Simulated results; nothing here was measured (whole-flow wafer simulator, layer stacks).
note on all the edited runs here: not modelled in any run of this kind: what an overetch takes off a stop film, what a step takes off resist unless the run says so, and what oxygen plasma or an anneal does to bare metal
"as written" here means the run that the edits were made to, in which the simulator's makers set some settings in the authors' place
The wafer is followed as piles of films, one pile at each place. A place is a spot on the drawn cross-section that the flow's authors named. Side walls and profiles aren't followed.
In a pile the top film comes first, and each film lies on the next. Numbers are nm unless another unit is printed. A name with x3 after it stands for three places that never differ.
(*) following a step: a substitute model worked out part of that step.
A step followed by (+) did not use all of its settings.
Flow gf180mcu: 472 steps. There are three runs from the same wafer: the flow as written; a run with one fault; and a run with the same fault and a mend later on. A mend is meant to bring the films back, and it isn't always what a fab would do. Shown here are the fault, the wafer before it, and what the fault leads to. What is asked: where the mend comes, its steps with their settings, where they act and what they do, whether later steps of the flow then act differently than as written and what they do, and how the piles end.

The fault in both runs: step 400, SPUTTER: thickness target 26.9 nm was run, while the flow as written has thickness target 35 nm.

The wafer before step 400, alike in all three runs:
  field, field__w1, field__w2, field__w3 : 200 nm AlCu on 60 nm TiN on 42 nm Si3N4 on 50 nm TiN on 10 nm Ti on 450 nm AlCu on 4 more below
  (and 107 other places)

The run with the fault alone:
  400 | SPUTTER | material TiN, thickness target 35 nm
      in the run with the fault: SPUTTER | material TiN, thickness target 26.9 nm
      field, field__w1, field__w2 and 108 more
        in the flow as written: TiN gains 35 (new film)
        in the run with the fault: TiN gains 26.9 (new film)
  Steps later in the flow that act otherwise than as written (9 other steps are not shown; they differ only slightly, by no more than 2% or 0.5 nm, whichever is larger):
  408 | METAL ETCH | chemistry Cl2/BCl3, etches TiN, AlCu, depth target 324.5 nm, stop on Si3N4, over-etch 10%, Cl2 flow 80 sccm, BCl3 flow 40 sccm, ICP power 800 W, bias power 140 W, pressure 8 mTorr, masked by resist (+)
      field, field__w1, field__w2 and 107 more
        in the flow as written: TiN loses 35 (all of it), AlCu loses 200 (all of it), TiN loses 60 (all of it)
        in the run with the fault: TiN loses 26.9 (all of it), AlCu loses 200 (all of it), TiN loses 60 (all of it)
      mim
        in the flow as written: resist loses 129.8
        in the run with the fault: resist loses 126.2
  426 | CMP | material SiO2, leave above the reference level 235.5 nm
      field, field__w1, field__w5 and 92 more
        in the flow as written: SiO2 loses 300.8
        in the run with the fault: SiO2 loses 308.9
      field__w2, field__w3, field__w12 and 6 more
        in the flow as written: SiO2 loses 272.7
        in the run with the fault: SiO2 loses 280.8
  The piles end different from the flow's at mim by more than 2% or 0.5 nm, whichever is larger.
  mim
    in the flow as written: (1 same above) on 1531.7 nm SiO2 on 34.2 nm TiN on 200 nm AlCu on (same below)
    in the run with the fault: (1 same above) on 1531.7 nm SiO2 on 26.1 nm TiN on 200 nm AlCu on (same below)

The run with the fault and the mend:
  The mend follows step 407.
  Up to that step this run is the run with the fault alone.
  407a | STRIP | chemistry O2/N2, power 2160 W, pressure 1700 mTorr (*)
      mim
        resist loses 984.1 (all of it)
  407b | SPUTTER | material TiN, thickness target 8.1 nm (the flow's step 400, run once more with other settings)
      field, field__w1, field__w2 and 108 more
        TiN gains 8.1
  407c | HMDS | 120 C, 60 s (the flow's step 402, run once more)
      alters no film at any place that is followed
  407d | COAT | resist, thickness 1000 nm (the flow's step 403, run once more)
      field, field__w1, field__w2 and 108 more
        resist gains 1000 (new film)
  407e | SOFTBAKE | resist (the flow's step 404, run once more)
      alters no film at any place that is followed
  407f | EXPOSE | photomask FuseTop (the flow's step 405, run once more)
      alters no film at any place that is followed
  407g | PEB | resist, 70.3 s (the flow's step 406, run once more)
      field, field__w1, field__w2 and 108 more
        resist loses 15.9
  407h | DEVELOP | thickness 1000 nm, 60 s (the flow's step 407, run once more)
      field, field__w1, field__w2 and 107 more
        resist loses 984.1 (all of it)
  None of the later steps of the flow acts differently than as written at any place that is followed.
  The piles end the same as the flow's at every place that both follow.
